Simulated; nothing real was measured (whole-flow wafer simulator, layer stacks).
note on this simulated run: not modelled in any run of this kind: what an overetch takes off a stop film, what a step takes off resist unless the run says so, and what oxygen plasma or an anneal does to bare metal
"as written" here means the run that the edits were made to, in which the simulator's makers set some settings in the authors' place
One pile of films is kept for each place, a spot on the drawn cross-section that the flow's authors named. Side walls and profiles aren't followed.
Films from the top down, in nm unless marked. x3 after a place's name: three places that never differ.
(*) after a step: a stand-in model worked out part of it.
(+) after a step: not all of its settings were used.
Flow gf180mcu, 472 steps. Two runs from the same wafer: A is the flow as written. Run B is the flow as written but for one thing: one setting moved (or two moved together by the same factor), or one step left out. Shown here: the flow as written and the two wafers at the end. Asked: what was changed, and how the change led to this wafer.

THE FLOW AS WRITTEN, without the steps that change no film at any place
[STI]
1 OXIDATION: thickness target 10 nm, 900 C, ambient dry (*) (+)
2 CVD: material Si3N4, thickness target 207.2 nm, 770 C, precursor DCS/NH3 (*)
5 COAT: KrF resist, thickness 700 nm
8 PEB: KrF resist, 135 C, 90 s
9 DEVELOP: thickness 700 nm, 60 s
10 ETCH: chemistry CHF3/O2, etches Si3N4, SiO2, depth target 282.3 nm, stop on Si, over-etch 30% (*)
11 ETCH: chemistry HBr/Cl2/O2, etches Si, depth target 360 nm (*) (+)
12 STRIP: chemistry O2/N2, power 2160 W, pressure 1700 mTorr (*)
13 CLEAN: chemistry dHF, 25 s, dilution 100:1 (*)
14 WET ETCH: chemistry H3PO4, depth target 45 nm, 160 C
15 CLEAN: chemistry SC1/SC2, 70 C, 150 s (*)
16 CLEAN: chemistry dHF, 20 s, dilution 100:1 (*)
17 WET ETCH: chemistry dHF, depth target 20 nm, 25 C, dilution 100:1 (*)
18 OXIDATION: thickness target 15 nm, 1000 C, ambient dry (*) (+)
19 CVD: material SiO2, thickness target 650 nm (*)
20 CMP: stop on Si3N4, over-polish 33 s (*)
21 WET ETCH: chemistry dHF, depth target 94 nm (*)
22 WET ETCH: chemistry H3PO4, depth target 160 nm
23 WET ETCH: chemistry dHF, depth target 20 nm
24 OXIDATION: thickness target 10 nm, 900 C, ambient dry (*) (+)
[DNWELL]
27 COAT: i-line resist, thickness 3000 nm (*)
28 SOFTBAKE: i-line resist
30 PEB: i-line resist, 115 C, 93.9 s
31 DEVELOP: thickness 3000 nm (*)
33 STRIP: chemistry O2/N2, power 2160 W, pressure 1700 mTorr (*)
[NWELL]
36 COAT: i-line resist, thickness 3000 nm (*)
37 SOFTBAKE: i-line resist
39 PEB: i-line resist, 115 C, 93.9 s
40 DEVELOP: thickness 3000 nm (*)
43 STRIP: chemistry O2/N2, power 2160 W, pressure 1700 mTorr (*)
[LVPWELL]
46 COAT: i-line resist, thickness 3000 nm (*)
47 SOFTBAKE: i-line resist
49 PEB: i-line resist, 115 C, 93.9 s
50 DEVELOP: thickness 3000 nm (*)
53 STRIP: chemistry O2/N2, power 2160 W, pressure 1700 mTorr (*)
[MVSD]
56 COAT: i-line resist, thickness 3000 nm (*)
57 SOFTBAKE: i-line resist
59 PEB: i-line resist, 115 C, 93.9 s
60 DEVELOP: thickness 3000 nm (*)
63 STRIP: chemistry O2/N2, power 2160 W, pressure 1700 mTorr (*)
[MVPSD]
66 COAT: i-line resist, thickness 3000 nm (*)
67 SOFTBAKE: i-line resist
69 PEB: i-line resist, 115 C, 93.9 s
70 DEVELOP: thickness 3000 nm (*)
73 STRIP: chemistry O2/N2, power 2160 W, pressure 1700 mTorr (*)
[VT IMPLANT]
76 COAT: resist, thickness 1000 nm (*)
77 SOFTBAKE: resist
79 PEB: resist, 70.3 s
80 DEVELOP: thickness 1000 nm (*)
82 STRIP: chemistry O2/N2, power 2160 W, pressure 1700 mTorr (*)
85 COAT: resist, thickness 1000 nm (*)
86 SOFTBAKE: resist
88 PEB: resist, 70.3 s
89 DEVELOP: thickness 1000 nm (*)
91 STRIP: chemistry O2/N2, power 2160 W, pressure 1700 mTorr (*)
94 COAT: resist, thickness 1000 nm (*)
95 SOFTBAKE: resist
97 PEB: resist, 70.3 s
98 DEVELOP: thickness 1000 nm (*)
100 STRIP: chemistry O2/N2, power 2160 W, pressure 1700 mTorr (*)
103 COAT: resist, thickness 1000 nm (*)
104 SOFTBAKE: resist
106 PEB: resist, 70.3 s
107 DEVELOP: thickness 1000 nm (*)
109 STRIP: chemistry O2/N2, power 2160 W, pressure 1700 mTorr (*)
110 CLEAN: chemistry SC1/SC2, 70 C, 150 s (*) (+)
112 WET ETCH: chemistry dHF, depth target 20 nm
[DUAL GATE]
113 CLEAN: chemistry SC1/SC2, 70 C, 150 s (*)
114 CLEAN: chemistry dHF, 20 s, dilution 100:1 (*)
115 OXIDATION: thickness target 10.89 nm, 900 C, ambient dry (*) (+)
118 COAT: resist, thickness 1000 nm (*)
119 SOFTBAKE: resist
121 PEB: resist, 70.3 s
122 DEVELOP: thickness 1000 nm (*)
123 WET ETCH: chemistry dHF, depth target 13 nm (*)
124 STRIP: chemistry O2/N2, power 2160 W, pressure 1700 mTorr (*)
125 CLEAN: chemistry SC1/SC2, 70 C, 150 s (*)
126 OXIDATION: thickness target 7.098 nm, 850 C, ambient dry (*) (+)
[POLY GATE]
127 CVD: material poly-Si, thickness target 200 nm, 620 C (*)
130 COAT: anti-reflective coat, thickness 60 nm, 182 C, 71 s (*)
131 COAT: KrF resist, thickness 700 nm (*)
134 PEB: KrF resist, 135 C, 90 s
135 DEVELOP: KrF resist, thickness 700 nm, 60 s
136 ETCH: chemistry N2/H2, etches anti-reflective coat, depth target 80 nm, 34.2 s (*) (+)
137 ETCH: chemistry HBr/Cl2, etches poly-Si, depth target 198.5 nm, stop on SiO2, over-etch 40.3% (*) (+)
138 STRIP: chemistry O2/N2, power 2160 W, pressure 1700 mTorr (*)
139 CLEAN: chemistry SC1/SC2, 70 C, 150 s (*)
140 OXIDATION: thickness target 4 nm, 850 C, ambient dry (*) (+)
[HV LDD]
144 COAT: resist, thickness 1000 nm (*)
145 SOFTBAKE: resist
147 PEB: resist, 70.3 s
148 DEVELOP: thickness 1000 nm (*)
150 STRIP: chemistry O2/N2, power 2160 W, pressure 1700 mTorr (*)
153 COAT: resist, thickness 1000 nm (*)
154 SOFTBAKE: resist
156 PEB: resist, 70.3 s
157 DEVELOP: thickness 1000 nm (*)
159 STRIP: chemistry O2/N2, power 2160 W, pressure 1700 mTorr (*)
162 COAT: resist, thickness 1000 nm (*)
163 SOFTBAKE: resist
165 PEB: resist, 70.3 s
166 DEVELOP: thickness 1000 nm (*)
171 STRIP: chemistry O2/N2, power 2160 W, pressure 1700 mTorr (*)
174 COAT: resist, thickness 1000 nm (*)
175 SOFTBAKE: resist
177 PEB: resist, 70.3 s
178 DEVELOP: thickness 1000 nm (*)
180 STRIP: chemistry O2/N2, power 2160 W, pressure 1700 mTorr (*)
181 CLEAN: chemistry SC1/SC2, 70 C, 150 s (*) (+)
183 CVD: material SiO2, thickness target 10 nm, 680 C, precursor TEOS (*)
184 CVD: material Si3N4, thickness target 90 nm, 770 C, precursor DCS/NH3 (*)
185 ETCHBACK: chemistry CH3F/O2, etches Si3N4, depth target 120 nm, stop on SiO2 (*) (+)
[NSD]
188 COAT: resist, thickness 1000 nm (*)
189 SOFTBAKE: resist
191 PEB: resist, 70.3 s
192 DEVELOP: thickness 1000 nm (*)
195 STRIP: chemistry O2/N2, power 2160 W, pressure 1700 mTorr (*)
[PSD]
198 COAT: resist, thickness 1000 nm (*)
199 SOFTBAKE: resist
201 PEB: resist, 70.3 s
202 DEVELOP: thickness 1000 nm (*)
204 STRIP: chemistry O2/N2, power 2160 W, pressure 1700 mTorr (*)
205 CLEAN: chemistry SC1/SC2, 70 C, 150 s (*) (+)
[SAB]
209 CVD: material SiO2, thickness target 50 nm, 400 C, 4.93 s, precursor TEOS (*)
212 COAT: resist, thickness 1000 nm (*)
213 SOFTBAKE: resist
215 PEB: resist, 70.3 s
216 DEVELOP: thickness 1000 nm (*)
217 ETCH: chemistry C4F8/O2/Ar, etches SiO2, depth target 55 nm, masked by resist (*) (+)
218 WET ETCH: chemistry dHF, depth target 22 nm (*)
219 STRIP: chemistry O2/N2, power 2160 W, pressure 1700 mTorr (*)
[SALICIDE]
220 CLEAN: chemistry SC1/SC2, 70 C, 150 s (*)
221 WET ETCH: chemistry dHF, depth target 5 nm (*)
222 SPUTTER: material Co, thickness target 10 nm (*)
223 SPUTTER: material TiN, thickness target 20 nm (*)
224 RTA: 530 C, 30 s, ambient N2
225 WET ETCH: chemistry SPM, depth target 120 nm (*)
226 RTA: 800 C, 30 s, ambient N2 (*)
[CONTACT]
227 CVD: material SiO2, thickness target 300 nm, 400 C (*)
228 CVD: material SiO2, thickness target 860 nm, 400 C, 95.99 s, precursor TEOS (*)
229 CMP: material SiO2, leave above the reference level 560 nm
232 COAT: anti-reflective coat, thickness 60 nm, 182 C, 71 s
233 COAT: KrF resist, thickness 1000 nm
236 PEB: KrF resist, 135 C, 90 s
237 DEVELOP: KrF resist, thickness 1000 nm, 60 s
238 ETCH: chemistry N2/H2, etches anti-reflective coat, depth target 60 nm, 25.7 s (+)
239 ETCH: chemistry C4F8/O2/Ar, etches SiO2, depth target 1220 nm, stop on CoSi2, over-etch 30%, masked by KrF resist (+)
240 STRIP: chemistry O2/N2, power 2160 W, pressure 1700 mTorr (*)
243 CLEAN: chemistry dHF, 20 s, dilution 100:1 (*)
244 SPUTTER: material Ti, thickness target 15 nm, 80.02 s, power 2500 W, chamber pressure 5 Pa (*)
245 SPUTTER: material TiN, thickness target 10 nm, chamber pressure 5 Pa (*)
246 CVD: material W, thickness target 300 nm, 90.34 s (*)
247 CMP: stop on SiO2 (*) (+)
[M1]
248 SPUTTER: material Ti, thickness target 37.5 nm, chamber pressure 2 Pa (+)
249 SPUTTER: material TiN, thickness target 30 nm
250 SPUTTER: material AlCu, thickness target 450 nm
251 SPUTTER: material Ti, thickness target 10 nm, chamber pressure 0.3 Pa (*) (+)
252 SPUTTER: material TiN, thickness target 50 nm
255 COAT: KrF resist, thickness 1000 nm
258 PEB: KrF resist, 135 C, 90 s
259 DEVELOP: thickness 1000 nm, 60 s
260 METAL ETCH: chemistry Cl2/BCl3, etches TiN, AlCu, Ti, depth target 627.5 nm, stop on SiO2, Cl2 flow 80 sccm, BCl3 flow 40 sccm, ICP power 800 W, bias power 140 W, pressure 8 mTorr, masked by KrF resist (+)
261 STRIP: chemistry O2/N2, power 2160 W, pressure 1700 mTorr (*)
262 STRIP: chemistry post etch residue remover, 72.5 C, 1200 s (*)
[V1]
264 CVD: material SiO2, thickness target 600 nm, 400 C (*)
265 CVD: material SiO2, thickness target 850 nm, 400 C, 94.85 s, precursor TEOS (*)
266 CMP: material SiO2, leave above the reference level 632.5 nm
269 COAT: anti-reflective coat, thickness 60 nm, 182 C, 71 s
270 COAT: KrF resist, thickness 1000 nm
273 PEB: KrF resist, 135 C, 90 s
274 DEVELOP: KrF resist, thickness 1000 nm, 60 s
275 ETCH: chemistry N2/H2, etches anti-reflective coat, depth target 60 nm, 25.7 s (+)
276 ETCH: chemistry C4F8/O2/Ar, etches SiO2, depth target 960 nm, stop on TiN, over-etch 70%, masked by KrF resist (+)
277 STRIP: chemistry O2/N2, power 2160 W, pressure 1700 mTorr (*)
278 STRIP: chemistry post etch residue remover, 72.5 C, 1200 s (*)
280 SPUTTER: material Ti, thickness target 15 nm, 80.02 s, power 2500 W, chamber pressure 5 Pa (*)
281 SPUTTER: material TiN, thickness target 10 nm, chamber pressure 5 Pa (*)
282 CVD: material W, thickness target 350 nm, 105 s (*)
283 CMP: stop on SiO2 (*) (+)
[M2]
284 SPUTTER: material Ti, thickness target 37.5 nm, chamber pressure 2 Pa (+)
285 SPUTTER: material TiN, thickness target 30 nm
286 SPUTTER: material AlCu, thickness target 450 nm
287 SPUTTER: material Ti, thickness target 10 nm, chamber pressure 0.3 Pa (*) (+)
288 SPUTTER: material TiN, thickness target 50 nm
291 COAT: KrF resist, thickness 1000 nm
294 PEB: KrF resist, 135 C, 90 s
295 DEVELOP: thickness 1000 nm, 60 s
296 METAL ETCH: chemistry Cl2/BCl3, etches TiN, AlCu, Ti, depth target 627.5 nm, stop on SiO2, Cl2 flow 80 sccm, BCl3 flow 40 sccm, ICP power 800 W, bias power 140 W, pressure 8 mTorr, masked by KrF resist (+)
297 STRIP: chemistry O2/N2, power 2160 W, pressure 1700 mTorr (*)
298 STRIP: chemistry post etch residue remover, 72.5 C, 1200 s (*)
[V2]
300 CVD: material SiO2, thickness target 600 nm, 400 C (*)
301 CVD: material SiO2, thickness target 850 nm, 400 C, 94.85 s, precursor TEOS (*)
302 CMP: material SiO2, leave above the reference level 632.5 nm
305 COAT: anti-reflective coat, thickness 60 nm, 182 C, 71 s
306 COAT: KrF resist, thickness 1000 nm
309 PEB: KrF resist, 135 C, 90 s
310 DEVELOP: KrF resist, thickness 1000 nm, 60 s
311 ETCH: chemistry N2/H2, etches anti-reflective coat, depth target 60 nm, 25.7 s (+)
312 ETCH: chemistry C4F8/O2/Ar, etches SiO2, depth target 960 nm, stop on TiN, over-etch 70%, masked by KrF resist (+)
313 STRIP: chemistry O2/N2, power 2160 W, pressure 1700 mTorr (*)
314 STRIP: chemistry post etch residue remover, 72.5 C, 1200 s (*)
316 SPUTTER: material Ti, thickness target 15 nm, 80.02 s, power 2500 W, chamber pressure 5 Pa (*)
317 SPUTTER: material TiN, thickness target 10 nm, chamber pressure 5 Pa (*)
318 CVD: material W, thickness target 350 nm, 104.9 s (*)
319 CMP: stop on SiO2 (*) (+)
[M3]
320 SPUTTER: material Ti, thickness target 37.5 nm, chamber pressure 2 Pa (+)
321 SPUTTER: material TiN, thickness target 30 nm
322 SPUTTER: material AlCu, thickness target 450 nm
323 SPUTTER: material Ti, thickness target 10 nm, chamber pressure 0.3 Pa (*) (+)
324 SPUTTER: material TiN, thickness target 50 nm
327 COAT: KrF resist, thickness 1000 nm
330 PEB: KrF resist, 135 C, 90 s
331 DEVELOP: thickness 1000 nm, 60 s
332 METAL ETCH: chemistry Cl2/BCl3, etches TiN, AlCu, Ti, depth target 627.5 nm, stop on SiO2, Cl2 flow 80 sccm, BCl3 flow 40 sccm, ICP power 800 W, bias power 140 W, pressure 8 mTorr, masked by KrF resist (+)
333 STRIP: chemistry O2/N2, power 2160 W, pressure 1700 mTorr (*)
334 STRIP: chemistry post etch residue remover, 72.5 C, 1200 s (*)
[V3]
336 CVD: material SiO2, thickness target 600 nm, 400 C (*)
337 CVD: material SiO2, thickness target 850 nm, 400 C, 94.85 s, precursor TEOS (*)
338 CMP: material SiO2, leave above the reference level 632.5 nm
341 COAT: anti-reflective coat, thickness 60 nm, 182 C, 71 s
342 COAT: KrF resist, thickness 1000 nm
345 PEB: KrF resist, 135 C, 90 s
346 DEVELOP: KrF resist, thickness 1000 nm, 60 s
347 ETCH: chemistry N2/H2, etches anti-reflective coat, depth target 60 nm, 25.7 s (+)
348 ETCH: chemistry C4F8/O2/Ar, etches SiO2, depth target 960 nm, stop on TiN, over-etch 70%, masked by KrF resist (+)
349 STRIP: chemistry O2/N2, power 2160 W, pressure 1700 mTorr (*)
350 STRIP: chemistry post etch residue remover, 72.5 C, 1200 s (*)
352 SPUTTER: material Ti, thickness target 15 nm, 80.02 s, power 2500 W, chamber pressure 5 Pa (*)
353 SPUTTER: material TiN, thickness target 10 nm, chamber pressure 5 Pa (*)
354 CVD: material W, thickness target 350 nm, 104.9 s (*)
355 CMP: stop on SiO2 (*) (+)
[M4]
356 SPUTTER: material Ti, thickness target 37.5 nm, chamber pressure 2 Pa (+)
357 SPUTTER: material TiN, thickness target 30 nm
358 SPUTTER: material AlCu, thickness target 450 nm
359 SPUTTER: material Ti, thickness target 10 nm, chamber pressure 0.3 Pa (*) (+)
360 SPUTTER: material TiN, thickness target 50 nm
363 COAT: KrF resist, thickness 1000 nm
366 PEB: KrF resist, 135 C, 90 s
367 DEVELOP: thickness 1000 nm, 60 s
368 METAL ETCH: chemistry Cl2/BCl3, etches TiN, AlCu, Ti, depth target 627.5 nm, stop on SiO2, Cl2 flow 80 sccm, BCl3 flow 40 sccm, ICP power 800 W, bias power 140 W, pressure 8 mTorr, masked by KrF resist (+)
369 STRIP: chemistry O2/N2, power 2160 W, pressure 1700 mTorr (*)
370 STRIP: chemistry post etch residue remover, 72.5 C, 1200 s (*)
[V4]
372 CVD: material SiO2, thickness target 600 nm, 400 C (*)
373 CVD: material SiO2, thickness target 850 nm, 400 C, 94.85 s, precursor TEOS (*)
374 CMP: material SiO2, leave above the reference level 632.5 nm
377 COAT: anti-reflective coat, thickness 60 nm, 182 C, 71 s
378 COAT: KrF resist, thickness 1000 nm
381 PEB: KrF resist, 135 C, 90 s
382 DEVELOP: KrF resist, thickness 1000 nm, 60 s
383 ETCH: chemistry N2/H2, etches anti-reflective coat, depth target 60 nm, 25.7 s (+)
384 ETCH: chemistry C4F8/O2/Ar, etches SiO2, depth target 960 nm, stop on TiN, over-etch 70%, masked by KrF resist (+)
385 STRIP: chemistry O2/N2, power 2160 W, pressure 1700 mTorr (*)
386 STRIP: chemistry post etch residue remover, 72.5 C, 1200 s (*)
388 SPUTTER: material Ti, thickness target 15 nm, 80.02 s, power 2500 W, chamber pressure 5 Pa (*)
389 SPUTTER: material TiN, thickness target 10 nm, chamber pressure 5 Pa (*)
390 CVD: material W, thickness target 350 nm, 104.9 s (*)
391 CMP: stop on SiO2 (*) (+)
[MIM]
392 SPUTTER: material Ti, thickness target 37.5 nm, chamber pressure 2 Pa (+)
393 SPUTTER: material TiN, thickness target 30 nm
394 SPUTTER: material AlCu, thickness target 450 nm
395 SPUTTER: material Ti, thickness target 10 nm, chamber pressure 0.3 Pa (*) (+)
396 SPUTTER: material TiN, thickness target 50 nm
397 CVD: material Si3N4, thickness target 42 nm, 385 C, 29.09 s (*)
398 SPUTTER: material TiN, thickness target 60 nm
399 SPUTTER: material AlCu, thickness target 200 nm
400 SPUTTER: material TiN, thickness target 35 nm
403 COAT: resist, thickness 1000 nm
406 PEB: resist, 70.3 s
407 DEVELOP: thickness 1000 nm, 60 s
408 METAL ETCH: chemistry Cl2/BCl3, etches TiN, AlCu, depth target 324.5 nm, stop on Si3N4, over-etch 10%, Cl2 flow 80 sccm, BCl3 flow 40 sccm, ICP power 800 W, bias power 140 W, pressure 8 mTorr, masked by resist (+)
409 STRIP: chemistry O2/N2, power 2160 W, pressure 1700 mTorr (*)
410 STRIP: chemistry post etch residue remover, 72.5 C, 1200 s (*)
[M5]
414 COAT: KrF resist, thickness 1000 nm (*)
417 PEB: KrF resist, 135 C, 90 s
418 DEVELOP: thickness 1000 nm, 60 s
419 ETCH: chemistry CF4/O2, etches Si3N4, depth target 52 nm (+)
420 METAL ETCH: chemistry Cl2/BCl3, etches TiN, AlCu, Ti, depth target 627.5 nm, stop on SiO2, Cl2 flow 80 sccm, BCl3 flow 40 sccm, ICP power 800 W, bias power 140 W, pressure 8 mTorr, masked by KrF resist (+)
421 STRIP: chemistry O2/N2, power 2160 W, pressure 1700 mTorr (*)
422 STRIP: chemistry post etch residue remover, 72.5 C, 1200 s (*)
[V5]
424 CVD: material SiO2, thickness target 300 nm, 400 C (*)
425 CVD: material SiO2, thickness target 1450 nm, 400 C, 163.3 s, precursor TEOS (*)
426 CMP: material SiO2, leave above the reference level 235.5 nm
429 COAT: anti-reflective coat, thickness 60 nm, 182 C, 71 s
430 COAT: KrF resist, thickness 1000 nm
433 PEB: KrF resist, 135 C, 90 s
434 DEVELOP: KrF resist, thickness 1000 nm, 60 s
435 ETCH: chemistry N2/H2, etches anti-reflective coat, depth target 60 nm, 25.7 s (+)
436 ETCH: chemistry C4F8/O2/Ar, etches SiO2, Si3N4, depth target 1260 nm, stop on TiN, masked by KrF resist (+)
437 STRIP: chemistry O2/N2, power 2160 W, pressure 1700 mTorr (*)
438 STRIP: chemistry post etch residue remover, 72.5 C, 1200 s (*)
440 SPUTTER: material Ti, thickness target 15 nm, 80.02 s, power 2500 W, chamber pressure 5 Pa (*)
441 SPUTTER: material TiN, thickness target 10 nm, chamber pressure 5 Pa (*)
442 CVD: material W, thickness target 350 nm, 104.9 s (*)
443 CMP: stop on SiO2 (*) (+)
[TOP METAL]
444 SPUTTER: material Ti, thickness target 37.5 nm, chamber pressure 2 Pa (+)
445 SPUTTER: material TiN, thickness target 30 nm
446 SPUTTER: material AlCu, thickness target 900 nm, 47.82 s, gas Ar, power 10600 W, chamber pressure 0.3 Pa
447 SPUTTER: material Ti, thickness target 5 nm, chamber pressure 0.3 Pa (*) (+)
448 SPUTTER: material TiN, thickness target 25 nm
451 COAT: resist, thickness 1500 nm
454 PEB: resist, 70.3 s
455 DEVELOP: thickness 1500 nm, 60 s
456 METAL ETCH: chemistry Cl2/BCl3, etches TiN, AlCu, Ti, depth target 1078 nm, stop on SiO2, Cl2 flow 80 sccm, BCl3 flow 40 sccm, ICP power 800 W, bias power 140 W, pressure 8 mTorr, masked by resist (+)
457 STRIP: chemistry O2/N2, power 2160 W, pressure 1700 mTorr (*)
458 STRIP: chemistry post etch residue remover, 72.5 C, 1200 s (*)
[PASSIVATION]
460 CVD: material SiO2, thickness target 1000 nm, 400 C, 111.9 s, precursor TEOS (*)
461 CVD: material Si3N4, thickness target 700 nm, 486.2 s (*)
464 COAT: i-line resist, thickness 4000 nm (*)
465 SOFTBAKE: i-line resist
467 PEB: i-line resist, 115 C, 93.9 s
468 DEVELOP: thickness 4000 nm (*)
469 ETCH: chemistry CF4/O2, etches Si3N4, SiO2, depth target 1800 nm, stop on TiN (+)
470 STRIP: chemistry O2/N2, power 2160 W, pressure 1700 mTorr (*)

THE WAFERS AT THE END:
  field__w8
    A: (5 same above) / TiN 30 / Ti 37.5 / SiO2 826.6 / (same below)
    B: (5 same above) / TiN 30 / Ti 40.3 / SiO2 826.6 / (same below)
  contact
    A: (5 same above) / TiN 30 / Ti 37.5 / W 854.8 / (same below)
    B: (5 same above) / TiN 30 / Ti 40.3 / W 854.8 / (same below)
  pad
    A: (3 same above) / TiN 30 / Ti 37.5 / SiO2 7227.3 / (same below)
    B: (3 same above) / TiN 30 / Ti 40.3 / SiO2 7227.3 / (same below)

The cause: step 444, SPUTTER: thickness target 40.3 nm was run, where the flow has thickness target 37.5 nm.
It can be read off the wafer: field__w8 has Ti 40.3, and step 444 as written asks for 37.5 nm.

How the change led to this, step by step:
  444 SPUTTER: material Ti, thickness target 37.5 nm, chamber pressure 2 Pa (+)
      field, field__w1, field__w2 and 109 more: A Ti +37.5 (new film) | B Ti +40.3 (new film)
  456 METAL ETCH: chemistry Cl2/BCl3, etches TiN, AlCu, Ti, depth target 1078 nm, stop on SiO2, Cl2 flow 80 sccm, BCl3 flow 40 sccm, ICP power 800 W, bias power 140 W, pressure 8 mTorr, masked by resist (+)
      field, field__w1, field__w2 and 103 more: A TiN -25 (all of it), Ti -5 (all of it), AlCu -900 (all of it), TiN -30 (all of it), Ti -37.5 (all of it) | B TiN -25 (all of it), Ti -5 (all of it), AlCu -900 (all of it), TiN -30 (all of it), Ti -40.3 (all of it)
